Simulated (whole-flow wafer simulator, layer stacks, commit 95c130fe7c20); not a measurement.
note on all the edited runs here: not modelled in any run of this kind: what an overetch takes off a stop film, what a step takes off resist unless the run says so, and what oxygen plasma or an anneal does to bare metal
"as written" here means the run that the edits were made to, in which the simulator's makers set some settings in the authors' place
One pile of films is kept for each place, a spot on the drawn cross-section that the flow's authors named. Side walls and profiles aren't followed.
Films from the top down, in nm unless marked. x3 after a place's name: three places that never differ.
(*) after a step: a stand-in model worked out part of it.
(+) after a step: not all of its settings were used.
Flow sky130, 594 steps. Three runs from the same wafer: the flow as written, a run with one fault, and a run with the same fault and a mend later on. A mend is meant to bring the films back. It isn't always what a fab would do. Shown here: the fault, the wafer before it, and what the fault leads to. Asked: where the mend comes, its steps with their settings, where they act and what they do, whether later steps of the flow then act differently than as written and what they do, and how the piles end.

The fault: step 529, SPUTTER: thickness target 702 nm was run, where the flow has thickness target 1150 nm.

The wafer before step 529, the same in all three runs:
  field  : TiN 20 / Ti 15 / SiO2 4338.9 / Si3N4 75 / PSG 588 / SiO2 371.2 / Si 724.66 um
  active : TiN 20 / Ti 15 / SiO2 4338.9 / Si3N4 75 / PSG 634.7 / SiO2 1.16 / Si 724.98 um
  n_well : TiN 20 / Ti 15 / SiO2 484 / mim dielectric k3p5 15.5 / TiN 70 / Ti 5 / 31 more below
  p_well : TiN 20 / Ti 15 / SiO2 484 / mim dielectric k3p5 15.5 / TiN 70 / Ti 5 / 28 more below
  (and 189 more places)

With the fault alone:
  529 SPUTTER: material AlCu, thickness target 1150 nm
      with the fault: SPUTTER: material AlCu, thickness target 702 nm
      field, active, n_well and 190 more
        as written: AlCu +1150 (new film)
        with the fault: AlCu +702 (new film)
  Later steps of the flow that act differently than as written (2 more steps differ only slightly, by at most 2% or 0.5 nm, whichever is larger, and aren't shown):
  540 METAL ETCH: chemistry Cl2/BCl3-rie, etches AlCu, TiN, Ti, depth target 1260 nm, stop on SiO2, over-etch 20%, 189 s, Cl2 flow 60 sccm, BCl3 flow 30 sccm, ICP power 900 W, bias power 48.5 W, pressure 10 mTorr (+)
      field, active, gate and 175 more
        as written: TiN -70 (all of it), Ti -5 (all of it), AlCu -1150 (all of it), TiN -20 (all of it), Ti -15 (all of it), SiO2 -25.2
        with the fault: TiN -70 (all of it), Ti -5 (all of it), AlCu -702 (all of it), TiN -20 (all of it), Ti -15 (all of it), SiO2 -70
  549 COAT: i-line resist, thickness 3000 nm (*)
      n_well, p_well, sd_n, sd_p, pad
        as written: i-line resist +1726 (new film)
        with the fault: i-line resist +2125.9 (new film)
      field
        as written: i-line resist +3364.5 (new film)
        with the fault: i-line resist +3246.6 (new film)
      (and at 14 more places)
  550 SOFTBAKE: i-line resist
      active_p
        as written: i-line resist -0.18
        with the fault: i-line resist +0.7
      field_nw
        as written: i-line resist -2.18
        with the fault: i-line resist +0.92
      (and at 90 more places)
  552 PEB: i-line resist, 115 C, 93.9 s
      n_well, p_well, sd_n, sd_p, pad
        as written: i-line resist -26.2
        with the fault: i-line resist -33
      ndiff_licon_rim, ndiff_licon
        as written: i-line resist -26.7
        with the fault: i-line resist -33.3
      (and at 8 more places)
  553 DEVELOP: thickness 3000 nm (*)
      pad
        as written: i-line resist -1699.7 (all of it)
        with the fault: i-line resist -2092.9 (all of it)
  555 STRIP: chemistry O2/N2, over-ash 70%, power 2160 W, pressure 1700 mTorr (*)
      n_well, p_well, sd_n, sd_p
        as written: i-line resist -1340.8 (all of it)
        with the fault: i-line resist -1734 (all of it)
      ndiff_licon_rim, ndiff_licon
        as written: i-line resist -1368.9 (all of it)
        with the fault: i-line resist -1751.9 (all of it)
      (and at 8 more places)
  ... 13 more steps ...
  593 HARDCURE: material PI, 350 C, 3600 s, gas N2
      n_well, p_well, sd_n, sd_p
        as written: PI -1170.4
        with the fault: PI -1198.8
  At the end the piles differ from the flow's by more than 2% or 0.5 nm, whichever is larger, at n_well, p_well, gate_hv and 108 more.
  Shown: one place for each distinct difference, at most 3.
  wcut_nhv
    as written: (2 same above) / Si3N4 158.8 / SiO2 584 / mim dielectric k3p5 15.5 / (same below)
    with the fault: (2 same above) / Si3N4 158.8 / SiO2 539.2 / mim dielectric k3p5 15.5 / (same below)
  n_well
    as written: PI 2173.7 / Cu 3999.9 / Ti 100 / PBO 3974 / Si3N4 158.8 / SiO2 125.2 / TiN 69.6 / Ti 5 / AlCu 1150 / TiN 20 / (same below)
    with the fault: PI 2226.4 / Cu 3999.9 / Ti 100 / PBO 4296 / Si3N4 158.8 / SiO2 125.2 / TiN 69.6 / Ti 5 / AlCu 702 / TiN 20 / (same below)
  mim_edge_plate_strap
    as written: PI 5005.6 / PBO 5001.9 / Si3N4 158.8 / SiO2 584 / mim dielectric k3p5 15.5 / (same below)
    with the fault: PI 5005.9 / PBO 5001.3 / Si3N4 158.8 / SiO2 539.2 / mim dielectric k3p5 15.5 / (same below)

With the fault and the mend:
  The mend comes after step 529.
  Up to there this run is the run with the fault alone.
  529a SPUTTER: material AlCu, thickness target 448 nm (the flow's step 529 once more, with other settings)
      field, active, n_well and 190 more
        AlCu +448
  No later step of the flow acts differently than as written at any place that is followed.
  At the end the piles are the same as the flow's at every place that both follow.
